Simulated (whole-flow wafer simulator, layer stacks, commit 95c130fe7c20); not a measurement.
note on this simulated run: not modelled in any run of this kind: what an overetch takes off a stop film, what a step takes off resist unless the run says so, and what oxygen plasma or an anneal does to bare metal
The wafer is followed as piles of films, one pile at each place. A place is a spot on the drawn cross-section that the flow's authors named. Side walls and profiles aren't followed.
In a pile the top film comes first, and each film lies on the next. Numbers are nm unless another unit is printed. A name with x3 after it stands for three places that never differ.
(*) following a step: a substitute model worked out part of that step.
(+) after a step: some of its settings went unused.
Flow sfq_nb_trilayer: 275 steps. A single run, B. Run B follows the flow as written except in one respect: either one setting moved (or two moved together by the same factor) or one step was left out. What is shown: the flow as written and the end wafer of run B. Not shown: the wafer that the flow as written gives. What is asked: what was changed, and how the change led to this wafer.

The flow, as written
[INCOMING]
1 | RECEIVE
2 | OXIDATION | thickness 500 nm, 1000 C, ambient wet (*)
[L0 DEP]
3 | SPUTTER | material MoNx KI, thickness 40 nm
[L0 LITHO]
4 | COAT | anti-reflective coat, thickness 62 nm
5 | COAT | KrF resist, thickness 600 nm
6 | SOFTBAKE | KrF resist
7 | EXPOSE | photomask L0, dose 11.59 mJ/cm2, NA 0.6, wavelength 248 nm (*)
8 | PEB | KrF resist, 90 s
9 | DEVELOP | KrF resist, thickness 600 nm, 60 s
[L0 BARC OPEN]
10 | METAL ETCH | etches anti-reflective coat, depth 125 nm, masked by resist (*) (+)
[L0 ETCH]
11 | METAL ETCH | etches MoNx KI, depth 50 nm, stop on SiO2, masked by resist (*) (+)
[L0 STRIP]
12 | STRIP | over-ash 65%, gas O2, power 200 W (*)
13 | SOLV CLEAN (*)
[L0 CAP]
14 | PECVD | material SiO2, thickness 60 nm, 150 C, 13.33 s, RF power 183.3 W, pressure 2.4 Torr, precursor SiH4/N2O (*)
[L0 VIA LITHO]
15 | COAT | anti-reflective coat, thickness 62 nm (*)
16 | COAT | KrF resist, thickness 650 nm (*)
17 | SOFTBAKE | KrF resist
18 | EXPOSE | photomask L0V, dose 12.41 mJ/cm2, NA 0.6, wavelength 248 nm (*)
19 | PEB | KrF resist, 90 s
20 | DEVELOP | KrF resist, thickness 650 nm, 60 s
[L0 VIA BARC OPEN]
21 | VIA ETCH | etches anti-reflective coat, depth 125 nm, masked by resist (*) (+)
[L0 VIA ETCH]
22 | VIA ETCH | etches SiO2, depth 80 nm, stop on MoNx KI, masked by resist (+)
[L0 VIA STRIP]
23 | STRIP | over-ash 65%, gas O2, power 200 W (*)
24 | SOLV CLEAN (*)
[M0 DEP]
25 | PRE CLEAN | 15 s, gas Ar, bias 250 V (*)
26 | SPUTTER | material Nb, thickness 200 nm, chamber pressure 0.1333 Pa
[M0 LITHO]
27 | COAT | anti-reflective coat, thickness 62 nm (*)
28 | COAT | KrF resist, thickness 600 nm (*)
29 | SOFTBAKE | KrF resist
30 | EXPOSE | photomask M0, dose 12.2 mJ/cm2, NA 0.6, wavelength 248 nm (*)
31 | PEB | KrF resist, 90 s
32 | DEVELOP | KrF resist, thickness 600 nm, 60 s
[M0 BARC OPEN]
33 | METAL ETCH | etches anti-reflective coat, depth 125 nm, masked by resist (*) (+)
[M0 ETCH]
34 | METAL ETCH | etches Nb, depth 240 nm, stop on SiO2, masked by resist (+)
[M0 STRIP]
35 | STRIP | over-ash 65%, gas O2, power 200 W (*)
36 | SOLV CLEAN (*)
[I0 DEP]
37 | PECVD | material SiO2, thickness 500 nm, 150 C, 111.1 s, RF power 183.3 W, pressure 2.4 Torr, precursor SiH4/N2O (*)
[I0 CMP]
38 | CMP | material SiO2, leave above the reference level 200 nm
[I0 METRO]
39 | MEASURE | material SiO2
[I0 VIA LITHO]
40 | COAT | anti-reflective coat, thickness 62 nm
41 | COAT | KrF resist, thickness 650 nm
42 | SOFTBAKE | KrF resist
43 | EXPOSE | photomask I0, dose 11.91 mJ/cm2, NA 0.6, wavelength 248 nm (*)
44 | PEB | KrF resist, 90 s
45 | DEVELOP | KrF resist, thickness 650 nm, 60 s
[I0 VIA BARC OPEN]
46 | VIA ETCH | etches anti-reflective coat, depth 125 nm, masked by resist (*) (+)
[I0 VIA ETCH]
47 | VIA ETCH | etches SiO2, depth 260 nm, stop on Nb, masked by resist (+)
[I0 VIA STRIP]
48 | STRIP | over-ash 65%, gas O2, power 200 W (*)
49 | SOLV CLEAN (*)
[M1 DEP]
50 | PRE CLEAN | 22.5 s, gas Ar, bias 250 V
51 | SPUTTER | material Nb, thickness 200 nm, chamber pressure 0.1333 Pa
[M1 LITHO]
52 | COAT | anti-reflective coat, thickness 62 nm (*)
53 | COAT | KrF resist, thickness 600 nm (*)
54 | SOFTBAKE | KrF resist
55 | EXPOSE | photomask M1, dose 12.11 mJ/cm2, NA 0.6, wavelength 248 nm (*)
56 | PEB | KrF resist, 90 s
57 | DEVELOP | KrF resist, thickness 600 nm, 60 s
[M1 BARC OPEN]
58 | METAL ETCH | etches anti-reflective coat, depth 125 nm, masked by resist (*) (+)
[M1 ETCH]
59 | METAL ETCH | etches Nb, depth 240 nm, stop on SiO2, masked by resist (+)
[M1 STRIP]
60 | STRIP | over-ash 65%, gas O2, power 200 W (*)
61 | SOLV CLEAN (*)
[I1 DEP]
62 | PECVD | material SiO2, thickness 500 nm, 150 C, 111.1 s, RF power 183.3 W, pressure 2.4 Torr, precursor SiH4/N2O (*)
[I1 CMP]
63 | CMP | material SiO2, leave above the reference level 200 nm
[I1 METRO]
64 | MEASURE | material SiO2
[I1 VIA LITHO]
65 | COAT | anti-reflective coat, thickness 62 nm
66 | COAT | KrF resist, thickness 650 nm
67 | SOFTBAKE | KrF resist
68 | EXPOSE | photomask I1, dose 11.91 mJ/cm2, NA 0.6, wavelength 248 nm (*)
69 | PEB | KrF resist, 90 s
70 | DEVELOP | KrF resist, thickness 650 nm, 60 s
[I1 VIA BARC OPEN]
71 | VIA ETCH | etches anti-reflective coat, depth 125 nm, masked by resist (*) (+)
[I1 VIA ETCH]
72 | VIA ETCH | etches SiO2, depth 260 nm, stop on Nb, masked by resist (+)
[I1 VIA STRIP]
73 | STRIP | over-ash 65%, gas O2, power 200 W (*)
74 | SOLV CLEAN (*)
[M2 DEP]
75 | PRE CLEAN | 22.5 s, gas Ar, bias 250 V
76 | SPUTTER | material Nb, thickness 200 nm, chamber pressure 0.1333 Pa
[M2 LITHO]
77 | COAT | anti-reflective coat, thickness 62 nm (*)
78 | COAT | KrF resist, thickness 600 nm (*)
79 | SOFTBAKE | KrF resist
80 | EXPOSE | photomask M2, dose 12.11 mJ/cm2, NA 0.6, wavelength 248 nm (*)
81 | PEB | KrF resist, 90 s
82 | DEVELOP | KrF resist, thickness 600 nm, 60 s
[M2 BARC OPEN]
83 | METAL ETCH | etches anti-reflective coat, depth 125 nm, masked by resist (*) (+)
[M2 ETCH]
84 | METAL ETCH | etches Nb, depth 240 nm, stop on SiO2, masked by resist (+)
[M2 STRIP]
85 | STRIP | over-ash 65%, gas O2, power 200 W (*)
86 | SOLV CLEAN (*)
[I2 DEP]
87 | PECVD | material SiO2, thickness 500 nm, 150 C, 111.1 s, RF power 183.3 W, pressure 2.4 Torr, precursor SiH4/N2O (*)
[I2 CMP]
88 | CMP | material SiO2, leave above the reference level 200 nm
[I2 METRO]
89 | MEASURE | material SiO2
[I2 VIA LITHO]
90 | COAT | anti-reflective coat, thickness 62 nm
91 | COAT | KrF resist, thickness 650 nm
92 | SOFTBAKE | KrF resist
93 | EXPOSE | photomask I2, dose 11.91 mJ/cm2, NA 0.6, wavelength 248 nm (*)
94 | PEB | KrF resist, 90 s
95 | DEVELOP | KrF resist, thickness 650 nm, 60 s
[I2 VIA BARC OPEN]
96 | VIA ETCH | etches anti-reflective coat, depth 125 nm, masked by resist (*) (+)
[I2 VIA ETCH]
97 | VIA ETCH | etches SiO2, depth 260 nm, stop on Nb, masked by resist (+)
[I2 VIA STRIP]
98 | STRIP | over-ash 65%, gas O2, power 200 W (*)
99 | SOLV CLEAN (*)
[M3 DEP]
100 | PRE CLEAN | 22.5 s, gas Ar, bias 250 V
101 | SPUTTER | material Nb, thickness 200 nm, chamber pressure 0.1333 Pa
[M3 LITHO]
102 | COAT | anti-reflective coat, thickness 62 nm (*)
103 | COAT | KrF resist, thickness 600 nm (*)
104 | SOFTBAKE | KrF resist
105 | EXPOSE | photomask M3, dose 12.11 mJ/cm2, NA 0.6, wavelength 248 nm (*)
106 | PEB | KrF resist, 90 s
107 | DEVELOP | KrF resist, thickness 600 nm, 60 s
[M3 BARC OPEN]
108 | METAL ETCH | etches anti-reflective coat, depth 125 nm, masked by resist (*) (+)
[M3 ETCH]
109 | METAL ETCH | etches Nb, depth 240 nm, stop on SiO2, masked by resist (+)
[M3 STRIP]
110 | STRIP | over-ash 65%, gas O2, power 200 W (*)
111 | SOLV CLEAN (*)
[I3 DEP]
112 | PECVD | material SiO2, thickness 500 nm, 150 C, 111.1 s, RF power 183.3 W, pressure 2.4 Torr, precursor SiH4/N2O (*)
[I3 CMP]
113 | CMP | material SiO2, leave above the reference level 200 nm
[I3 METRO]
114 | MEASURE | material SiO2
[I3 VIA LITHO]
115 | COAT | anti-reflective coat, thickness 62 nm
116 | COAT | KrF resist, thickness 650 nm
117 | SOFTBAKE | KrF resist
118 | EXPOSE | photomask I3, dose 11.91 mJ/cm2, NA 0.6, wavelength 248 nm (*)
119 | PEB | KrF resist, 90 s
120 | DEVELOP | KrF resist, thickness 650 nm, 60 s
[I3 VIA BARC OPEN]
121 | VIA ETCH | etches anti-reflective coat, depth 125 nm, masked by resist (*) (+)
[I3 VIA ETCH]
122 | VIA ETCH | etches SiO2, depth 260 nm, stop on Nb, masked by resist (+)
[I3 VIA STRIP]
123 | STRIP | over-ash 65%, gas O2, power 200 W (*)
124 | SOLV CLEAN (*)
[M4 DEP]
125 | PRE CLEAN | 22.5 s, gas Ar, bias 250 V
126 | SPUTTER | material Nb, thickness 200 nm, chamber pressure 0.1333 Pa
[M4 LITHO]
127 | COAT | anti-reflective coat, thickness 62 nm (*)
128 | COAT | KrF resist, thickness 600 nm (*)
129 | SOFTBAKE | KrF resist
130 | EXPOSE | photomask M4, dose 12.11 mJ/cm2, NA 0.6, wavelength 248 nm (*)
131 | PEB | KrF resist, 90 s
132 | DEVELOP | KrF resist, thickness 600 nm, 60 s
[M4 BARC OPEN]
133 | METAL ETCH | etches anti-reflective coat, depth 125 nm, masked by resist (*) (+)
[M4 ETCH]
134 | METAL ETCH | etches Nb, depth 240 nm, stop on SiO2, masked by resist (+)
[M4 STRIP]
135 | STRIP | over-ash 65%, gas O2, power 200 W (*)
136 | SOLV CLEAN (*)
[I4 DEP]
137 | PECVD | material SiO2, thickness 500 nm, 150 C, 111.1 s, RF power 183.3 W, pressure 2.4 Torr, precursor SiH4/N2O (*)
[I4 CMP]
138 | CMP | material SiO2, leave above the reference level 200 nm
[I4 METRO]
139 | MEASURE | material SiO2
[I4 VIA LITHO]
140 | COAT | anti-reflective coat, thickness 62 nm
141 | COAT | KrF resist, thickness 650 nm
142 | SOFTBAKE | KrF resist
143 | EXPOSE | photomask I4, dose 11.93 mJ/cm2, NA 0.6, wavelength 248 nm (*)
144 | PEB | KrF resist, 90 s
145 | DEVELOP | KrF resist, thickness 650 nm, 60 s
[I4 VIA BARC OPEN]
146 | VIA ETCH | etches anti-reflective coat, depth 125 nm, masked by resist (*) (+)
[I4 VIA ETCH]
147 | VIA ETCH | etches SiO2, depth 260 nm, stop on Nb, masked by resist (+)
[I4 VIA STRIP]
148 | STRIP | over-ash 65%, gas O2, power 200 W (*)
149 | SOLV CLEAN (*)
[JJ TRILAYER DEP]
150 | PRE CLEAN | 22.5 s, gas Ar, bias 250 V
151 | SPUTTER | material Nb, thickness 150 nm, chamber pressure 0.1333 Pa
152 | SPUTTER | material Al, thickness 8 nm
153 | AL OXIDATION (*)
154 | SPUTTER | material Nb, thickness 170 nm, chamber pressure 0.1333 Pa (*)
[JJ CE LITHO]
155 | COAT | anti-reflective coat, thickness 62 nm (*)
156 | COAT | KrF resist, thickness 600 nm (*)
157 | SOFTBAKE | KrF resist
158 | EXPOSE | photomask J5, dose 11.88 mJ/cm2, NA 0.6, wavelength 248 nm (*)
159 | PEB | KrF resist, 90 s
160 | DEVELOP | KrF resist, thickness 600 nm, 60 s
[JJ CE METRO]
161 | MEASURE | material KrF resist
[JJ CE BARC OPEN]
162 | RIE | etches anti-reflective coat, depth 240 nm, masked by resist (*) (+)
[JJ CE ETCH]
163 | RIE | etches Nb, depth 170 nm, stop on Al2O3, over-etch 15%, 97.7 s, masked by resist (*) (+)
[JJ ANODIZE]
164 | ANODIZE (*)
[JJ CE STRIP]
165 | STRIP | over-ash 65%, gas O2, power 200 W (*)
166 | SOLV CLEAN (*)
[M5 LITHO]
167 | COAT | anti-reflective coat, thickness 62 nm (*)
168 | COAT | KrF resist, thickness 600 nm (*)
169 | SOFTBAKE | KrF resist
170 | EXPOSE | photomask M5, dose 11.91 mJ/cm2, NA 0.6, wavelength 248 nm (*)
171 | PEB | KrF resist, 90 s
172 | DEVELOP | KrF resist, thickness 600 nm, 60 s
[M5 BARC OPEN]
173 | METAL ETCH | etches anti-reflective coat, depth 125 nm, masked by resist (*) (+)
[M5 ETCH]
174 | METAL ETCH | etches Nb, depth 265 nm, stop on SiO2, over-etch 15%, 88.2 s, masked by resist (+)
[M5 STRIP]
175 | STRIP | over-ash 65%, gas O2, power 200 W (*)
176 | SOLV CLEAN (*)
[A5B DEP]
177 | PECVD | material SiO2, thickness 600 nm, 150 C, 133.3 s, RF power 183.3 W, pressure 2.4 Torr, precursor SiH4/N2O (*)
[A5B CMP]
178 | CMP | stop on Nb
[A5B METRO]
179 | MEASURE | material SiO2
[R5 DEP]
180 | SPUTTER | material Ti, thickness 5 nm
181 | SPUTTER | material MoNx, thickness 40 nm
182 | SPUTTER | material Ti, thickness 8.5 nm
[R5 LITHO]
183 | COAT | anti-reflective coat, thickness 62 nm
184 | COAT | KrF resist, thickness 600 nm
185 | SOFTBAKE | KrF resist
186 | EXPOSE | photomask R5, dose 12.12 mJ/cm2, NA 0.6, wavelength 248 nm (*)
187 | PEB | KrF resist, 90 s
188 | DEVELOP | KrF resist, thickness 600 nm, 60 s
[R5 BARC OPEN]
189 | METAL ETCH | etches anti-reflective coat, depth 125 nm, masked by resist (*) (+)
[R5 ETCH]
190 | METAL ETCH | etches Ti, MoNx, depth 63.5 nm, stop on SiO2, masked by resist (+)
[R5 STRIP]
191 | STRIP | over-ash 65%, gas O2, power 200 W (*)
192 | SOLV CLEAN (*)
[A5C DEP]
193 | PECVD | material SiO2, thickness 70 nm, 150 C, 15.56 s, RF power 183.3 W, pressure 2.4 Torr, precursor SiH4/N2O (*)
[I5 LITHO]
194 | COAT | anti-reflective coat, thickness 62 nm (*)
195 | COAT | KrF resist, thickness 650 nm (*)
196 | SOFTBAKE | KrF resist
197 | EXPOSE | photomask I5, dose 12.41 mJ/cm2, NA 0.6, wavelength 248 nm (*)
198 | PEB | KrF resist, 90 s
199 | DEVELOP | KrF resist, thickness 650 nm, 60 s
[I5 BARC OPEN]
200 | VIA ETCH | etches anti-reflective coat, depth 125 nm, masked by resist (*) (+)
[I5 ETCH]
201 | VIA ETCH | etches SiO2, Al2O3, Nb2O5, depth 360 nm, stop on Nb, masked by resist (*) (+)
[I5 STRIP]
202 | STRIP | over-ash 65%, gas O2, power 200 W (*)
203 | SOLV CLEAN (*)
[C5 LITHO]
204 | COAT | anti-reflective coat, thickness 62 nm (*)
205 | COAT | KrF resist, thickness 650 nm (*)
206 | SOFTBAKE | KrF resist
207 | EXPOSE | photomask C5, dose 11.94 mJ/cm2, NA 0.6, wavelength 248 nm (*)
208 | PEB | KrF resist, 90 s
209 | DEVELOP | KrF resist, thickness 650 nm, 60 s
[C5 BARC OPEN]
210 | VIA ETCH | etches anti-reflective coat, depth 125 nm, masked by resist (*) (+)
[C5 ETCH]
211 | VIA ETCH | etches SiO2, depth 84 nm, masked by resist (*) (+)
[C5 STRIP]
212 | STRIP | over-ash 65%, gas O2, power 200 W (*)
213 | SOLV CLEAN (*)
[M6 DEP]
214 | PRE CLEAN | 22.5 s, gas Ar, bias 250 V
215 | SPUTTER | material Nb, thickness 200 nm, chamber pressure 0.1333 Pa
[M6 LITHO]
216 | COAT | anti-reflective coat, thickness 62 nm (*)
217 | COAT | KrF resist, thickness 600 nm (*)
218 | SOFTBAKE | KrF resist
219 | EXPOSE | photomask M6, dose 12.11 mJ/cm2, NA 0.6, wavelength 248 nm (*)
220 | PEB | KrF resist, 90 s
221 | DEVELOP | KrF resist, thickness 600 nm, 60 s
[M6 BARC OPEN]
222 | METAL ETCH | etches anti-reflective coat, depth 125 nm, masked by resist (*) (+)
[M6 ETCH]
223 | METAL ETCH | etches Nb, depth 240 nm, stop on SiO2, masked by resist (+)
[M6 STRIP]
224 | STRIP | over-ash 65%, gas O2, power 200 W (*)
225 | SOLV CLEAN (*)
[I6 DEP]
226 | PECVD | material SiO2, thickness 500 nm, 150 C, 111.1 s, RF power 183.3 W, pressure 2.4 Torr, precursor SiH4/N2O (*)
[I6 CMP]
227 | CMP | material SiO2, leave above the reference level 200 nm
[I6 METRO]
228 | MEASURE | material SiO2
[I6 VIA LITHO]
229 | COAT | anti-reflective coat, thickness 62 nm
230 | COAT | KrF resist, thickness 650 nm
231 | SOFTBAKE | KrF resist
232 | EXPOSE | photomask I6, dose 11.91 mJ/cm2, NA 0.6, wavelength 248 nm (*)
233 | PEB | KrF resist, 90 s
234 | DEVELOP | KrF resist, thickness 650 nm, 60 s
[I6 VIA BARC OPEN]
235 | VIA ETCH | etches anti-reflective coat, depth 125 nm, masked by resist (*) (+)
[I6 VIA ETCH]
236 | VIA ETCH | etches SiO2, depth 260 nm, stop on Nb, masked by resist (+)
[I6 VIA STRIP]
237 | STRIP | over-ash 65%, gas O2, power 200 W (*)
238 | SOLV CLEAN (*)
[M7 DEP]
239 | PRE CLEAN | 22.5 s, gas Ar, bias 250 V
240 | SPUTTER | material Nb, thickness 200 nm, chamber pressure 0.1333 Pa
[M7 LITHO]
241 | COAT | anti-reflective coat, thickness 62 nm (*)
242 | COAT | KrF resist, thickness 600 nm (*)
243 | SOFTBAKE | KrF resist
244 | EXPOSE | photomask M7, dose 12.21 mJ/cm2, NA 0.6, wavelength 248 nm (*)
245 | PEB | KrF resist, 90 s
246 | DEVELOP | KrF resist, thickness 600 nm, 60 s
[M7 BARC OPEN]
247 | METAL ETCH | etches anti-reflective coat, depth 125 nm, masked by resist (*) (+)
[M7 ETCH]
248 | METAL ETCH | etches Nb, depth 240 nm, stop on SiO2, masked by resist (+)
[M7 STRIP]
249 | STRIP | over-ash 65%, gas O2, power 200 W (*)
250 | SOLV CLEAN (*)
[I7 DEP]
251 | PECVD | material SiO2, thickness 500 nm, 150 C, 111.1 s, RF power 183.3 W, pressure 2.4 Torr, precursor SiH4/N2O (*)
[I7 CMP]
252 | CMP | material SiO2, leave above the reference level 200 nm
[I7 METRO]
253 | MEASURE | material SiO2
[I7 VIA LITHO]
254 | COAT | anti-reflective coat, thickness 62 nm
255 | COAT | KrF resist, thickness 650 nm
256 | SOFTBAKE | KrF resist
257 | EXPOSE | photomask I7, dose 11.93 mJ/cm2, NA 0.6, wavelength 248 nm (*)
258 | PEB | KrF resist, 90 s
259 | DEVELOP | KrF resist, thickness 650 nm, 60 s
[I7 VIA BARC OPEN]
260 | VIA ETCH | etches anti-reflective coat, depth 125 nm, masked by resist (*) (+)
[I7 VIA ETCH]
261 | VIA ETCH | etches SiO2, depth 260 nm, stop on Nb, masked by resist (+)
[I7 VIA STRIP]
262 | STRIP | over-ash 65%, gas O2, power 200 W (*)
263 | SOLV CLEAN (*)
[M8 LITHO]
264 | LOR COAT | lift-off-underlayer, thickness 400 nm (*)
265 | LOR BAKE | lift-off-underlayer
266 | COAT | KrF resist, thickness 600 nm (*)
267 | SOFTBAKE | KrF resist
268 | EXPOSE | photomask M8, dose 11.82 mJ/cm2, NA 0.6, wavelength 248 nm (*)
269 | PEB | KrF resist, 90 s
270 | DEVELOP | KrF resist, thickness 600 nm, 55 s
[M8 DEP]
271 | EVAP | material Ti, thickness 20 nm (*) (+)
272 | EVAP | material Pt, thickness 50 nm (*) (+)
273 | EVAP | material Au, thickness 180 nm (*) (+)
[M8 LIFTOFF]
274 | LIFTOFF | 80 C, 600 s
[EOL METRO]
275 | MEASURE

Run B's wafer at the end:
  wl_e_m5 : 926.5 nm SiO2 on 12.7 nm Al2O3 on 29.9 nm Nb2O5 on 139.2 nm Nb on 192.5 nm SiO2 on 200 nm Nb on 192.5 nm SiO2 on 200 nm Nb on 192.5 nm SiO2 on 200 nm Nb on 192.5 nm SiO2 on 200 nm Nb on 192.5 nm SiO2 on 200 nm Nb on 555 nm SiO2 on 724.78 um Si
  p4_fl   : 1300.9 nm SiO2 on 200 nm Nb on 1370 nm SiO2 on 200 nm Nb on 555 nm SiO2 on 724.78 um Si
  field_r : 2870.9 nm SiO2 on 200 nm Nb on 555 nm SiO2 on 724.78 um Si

What caused this: step 227, CMP: leave above the reference level 125 nm was run, while the flow as written has leave above the reference level 200 nm.

The path from the change to this, step by step:
  227 | CMP | material SiO2, leave above the reference level 200 nm
      field_l, p4_fl, p4_fm and 59 more: -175 SiO2 (it would be, as written: -100 SiO2)
      v_sur, via_wl, via_w and 15 more: -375 SiO2 (it would be, as written: -300 SiO2)
      (also at 26 further places)
  236 | VIA ETCH | etches SiO2, depth 260 nm, stop on Nb, masked by resist (+)
      field_l, v_sur, via_wl and 102 more: -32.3 KrF resist (it would be, as written: -44.8 KrF resist)
      via_v: -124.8 SiO2 (all of it) (it would be, as written: -199.8 SiO2 (all of it))
  237 | STRIP | over-ash 65%, gas O2, power 200 W (*)
      field_l, v_sur, via_wl and 102 more: -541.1 KrF resist (all of it), -62 anti-reflective coat (all of it) (it would be, as written: -528.6 KrF resist (all of it), -62 anti-reflective coat (all of it))
  240 | SPUTTER | material Nb, thickness 200 nm, chamber pressure 0.1333 Pa
      via_v: +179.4 Nb (it would be, as written: +161.1 Nb)
  241 | COAT | anti-reflective coat, thickness 62 nm (*)
      via_sp: +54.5 anti-reflective coat (new film) (it would be, as written: +53.1 anti-reflective coat (new film))
      via_v: +108.2 anti-reflective coat (new film) (it would be, as written: +126 anti-reflective coat (new film))
      (also at 1 further place)
  242 | COAT | KrF resist, thickness 600 nm (*)
      via_v: +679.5 KrF resist (new film) (it would be, as written: +742.5 KrF resist (new film))
  249 | STRIP | over-ash 65%, gas O2, power 200 W (*)
      via_sp: -378.9 KrF resist (all of it), -54.5 anti-reflective coat (all of it) (it would be, as written: -373.6 KrF resist (all of it), -53.1 anti-reflective coat (all of it))
      via_v: -461.7 KrF resist (all of it), -108.2 anti-reflective coat (all of it) (it would be, as written: -524.5 KrF resist (all of it), -126 anti-reflective coat (all of it))
      (also at 1 further place)
  251 | PECVD | material SiO2, thickness 500 nm, 150 C, 111.1 s, RF power 183.3 W, pressure 2.4 Torr, precursor SiH4/N2O (*)
      via_v: +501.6 SiO2 (new film) (it would be, as written: +621 SiO2 (new film))
  252 | CMP | material SiO2, leave above the reference level 200 nm
      via_v: -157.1 SiO2 (it would be, as written: -183.1 SiO2)
